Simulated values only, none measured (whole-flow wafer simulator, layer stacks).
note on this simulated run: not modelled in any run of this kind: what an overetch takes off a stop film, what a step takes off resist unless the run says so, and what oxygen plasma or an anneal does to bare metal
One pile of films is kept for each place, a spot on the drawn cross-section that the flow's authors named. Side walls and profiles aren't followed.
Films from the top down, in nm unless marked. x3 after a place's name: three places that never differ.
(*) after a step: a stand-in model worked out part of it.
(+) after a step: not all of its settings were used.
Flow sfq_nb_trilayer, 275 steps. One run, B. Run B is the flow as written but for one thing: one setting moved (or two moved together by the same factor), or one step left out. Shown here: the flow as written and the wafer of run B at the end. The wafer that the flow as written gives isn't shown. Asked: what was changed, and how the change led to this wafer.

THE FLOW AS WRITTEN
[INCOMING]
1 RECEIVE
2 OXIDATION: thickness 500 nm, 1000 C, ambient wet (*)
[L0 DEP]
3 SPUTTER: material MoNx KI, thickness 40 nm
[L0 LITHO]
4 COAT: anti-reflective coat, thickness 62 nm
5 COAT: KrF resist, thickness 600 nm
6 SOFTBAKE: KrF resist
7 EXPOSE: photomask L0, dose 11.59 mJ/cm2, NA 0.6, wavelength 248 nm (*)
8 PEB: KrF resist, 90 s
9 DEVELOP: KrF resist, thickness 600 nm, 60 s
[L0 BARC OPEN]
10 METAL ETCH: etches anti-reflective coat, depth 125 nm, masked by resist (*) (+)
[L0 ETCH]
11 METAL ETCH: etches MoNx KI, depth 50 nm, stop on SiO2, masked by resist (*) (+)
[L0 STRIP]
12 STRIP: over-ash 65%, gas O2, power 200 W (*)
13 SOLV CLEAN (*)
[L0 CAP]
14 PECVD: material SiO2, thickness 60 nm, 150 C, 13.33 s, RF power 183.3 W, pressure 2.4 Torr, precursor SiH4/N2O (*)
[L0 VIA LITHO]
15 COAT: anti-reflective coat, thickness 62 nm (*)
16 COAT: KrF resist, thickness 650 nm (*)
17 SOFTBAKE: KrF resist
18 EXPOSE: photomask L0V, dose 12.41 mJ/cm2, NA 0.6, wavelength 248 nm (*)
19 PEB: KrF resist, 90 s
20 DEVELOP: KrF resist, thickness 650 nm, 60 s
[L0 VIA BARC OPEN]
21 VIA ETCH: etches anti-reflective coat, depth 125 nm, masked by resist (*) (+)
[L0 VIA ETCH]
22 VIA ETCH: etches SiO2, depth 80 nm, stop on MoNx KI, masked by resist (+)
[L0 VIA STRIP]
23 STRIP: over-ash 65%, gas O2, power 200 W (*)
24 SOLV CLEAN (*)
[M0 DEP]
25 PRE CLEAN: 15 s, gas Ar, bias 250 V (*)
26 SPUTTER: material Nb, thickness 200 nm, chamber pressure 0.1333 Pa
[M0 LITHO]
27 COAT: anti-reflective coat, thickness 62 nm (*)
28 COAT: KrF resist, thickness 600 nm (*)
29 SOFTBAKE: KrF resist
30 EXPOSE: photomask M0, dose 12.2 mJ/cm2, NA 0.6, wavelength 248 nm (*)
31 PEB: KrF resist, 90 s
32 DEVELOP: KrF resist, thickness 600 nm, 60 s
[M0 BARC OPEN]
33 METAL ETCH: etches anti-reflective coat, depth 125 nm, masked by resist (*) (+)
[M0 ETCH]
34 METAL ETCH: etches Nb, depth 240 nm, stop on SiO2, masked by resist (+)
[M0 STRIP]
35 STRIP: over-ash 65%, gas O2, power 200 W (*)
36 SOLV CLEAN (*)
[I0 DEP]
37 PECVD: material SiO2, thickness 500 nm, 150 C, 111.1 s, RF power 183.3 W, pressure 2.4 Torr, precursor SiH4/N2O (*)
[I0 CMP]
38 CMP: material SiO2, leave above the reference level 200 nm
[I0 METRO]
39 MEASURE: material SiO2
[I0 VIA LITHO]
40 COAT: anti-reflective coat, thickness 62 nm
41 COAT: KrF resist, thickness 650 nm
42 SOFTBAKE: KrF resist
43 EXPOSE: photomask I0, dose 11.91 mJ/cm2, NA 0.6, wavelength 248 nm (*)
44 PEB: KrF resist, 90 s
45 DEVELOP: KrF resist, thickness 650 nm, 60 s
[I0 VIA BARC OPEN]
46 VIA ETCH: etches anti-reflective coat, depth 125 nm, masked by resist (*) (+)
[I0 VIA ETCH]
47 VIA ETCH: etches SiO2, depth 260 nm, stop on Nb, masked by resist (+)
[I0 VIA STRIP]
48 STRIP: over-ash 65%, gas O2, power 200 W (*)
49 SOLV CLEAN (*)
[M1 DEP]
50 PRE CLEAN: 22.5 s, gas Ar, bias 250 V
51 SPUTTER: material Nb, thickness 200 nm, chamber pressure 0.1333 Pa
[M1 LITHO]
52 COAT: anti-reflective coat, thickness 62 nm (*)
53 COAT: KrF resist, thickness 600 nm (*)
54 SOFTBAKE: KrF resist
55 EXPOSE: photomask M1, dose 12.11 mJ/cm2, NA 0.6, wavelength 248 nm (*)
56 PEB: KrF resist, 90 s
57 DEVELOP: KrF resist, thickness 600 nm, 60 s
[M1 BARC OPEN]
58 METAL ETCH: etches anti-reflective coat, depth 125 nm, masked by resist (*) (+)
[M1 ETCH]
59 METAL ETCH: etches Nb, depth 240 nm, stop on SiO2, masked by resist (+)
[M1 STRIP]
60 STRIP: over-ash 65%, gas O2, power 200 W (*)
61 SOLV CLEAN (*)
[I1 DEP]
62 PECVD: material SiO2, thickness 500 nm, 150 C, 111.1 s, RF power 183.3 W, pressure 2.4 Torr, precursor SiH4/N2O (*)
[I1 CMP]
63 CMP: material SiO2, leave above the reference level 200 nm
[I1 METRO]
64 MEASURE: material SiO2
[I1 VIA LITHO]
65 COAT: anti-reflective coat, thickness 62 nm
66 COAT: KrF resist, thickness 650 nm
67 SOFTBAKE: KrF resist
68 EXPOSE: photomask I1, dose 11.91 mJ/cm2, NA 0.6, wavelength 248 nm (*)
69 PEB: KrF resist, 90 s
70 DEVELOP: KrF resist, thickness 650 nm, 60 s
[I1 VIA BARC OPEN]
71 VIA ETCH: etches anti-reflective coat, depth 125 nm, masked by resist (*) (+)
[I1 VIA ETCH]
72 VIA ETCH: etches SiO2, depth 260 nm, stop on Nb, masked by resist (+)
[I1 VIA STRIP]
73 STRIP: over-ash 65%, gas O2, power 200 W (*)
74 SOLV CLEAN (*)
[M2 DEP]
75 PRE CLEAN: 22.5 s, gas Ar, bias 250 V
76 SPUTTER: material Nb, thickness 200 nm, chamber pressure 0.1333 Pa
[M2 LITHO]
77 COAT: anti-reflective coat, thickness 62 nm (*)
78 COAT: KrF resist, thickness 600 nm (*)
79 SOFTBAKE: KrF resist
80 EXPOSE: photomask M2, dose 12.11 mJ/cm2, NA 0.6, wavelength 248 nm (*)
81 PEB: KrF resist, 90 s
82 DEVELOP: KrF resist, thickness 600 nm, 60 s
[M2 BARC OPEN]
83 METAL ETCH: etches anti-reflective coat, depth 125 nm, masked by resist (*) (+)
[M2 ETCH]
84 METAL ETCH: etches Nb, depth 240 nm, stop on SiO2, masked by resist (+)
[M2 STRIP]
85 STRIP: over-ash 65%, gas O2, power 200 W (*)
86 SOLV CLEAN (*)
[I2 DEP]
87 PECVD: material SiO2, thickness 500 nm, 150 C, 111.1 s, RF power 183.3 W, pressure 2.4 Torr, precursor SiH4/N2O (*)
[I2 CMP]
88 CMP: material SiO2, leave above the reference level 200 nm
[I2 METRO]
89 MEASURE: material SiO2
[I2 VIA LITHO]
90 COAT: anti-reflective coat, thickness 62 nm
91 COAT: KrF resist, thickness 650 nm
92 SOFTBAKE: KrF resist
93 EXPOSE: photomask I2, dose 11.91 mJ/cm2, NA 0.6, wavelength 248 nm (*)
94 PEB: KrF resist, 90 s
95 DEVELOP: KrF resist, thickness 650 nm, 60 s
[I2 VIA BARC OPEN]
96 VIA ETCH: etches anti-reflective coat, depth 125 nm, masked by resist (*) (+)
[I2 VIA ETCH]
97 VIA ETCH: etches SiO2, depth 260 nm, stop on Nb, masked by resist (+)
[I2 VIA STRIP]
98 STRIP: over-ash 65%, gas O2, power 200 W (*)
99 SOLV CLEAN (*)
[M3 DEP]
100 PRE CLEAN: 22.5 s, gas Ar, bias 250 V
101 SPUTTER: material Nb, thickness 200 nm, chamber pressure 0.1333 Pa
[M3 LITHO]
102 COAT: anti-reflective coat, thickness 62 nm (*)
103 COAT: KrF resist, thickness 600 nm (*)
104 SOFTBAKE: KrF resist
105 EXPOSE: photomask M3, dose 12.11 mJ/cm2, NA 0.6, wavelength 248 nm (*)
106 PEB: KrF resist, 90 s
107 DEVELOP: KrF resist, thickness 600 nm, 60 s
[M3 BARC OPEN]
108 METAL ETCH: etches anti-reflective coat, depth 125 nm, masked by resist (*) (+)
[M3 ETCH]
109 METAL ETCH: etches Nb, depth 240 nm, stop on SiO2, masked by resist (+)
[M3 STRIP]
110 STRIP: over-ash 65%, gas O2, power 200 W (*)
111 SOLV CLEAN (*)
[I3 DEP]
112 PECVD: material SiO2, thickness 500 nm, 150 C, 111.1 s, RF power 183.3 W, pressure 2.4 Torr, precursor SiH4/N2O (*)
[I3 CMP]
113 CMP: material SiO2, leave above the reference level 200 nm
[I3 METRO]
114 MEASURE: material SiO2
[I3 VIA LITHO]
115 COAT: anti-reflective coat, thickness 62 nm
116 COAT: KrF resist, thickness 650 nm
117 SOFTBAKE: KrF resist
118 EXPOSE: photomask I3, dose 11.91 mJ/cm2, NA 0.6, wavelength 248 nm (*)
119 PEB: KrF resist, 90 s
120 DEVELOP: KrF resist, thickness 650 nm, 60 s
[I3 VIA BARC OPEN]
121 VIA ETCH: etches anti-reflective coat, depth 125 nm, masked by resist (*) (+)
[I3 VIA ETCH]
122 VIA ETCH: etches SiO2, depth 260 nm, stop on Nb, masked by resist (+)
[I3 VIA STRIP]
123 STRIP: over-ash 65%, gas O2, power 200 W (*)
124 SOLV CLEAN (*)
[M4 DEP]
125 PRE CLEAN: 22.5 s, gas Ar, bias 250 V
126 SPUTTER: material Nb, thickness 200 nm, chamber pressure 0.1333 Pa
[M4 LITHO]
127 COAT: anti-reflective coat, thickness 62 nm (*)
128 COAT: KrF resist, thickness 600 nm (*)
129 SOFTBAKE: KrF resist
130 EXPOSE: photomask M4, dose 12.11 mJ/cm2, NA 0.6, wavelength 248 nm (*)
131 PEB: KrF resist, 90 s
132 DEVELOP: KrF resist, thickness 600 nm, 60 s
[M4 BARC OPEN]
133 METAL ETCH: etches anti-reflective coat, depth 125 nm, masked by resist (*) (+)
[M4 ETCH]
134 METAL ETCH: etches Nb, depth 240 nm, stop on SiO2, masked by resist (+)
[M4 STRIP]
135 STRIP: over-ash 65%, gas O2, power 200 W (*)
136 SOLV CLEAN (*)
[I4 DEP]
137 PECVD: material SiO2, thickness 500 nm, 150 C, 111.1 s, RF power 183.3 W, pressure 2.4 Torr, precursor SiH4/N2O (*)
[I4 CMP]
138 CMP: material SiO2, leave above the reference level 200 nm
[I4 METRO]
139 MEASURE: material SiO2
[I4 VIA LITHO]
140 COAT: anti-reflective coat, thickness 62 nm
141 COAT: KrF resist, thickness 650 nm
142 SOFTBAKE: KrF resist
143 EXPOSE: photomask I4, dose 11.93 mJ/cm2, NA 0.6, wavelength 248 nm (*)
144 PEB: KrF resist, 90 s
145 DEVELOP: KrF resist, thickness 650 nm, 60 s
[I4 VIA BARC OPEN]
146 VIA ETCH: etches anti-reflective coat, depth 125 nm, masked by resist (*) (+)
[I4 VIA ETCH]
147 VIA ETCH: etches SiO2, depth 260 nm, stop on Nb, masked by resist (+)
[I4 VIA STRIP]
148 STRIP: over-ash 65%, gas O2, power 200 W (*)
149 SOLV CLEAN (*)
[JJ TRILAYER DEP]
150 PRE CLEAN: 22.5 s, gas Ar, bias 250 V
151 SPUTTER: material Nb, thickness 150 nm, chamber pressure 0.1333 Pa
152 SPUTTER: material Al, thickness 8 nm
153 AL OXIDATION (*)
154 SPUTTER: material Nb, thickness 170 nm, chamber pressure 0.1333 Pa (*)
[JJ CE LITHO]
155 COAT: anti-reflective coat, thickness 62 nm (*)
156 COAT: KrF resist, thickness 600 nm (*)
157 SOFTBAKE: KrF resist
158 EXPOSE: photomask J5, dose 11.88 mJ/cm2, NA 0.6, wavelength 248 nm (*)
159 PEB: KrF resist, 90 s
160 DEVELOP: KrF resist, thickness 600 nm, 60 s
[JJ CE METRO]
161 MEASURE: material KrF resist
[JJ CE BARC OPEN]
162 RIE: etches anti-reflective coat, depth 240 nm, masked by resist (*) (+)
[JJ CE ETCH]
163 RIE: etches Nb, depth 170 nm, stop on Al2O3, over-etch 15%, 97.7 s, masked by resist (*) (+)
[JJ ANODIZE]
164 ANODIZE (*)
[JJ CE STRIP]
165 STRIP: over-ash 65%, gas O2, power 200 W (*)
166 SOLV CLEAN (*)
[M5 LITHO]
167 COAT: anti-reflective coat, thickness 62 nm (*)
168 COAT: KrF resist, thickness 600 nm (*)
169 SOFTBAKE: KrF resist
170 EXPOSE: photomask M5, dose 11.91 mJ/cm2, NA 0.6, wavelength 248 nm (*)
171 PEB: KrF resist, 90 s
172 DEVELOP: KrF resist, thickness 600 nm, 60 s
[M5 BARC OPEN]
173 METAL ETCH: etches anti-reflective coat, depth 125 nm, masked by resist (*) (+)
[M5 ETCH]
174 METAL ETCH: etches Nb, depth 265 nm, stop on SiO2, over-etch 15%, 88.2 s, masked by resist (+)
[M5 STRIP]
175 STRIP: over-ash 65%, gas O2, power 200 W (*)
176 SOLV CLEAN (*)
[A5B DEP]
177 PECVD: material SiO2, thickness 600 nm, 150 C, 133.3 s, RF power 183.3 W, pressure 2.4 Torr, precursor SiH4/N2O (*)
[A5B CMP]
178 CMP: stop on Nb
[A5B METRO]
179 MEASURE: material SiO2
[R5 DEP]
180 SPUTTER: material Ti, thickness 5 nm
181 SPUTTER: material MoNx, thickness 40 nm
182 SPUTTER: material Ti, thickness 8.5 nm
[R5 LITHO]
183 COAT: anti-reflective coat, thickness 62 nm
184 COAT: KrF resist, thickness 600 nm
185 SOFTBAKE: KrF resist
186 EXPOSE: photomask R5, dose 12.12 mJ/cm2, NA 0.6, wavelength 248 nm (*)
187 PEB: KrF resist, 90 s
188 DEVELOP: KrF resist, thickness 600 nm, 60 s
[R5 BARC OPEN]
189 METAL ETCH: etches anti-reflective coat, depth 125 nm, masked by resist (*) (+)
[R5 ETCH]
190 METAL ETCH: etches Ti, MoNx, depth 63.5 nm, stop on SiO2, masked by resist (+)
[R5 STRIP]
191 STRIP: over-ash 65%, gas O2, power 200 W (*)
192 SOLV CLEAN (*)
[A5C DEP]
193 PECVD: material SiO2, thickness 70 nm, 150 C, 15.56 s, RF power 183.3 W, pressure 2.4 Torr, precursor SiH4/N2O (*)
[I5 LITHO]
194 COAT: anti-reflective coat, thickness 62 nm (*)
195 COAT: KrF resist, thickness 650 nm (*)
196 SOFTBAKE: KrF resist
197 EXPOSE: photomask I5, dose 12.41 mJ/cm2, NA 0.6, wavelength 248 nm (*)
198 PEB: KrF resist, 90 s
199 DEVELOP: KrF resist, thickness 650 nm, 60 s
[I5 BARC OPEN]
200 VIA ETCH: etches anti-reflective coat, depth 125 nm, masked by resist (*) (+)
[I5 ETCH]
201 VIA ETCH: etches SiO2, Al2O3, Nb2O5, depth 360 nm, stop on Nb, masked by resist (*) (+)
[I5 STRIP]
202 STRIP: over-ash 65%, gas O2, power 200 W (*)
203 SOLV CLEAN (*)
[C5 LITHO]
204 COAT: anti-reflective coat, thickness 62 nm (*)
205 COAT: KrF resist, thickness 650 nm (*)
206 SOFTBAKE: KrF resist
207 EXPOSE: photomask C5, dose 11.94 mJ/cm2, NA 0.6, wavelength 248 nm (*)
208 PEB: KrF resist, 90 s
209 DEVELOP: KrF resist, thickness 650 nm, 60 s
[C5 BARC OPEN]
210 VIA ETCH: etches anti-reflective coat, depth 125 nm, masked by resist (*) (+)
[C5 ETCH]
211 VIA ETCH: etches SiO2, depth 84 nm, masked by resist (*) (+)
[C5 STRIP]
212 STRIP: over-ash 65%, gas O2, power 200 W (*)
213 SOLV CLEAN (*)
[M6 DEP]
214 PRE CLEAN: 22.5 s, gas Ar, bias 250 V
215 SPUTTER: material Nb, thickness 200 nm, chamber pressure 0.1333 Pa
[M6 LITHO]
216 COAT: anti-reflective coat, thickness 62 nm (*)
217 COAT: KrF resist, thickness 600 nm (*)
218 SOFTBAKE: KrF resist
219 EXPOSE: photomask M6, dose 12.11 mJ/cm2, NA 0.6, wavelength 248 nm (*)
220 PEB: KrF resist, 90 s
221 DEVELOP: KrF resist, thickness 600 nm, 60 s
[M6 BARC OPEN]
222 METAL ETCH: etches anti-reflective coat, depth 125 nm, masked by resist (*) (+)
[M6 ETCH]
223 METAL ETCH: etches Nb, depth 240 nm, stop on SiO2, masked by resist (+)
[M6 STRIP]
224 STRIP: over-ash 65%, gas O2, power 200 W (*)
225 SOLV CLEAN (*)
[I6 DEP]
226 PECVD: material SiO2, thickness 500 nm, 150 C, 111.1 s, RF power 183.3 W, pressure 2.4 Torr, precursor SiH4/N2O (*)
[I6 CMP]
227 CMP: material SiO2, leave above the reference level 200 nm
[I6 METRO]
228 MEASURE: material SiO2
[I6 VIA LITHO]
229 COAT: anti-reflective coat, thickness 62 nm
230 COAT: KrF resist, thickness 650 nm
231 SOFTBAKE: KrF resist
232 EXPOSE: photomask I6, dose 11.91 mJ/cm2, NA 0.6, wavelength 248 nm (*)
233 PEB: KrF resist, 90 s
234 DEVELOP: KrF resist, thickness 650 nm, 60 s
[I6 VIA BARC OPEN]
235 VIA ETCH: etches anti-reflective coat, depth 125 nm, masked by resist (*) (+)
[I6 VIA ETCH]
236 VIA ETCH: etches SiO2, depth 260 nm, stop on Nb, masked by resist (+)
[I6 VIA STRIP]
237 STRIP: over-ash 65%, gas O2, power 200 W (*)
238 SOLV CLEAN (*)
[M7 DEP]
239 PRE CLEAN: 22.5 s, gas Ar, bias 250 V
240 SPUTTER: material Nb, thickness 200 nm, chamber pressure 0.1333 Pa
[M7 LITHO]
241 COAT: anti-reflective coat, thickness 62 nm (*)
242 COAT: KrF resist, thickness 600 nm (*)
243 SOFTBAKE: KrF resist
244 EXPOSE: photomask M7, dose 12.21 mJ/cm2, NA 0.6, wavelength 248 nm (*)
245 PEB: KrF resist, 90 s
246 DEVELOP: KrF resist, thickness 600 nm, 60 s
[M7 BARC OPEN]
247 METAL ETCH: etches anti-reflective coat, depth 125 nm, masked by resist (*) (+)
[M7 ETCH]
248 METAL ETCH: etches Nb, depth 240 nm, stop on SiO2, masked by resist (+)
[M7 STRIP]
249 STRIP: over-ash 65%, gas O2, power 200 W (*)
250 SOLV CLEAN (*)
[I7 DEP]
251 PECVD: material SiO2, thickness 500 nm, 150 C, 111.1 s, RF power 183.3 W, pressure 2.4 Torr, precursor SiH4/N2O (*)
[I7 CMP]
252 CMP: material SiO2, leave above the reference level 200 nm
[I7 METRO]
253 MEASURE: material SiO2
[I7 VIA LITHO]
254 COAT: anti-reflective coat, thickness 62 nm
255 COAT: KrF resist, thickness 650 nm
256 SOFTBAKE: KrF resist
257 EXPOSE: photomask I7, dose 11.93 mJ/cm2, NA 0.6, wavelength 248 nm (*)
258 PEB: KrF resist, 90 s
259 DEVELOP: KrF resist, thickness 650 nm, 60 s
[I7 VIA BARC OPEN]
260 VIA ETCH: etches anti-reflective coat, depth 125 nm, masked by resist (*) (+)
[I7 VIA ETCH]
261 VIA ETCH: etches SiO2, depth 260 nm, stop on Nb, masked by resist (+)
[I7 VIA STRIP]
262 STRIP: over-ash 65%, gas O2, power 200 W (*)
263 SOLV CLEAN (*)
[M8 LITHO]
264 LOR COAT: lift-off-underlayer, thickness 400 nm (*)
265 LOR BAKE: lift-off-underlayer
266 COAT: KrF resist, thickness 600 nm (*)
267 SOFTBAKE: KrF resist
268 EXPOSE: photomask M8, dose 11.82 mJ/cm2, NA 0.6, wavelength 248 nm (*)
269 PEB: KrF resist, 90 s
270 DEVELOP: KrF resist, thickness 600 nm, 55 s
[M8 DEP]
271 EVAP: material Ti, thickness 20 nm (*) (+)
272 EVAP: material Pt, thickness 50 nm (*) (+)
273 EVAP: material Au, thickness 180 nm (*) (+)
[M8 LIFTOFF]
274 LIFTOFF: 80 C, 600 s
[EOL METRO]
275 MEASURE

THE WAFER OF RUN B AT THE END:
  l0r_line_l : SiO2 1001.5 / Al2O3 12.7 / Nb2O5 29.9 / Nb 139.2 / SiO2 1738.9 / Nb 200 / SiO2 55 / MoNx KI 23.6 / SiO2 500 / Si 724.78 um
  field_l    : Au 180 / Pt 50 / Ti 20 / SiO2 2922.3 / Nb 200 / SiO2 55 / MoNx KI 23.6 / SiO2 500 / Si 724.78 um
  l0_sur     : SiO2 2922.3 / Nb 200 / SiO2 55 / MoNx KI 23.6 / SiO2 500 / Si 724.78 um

The cause: step 3, SPUTTER: thickness 23.6 nm was run, where the flow has thickness 40 nm.
It can be read off the wafer: l0r_line_l has MoNx KI 23.6, and step 3 as written asks for 40 nm.

How the change led to this, step by step:
  3 SPUTTER: material MoNx KI, thickness 40 nm
      field_l, v_sur, via_wl and 103 more: MoNx KI +23.6 (new film) (as written it would be: MoNx KI +40 (new film))
  11 METAL ETCH: etches MoNx KI, depth 50 nm, stop on SiO2, masked by resist (*) (+)
      v_sur, via_wl, via_w and 97 more: MoNx KI -23.6 (all of it) (as written it would be: MoNx KI -40 (all of it))
      field_l, l0_sur, l0v, l0r_line_l, l0r_line_c, l0r_line_r: KrF resist -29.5 (as written it would be: KrF resist -41.7)
  12 STRIP: over-ash 65%, gas O2, power 200 W (*)
      field_l, l0_sur, l0v, l0r_line_l, l0r_line_c, l0r_line_r: KrF resist -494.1 (all of it), anti-reflective coat -62 (all of it) (as written it would be: KrF resist -481.9 (all of it), anti-reflective coat -62 (all of it))
  15 COAT: anti-reflective coat, thickness 62 nm (*)
      field_l: anti-reflective coat +58.6 (new film) (as written it would be: anti-reflective coat +56.7 (new film))
      v_sur: anti-reflective coat +68.1 (new film) (as written it would be: anti-reflective coat +72.2 (new film))
      (and at 3 more places)
  23 STRIP: over-ash 65%, gas O2, power 200 W (*)
      field_l: KrF resist -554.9 (all of it), anti-reflective coat -58.6 (all of it) (as written it would be: KrF resist -551.4 (all of it), anti-reflective coat -56.7 (all of it))
      v_sur: KrF resist -565.8 (all of it), anti-reflective coat -68.1 (all of it) (as written it would be: KrF resist -570.5 (all of it), anti-reflective coat -72.2 (all of it))
      (and at 3 more places)
  27 COAT: anti-reflective coat, thickness 62 nm (*)
      field_l: anti-reflective coat +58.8 (new film) (as written it would be: anti-reflective coat +56.9 (new film))
      v_sur: anti-reflective coat +68.1 (new film) (as written it would be: anti-reflective coat +72.3 (new film))
      (and at 3 more places)
  35 STRIP: over-ash 65%, gas O2, power 200 W (*)
      field_l: KrF resist -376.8 (all of it), anti-reflective coat -58.8 (all of it) (as written it would be: KrF resist -372.9 (all of it), anti-reflective coat -56.9 (all of it))
      v_sur: KrF resist -387.7 (all of it), anti-reflective coat -68.1 (all of it) (as written it would be: KrF resist -391.6 (all of it), anti-reflective coat -72.3 (all of it))
      (and at 3 more places)
  38 CMP: material SiO2, leave above the reference level 200 nm
      field_l, l0_sur, l0r_line_l, l0r_line_c, l0r_line_r: SiO2 -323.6 (as written it would be: SiO2 -340)
      l0v: SiO2 -261.4 (as written it would be: SiO2 -277.8)
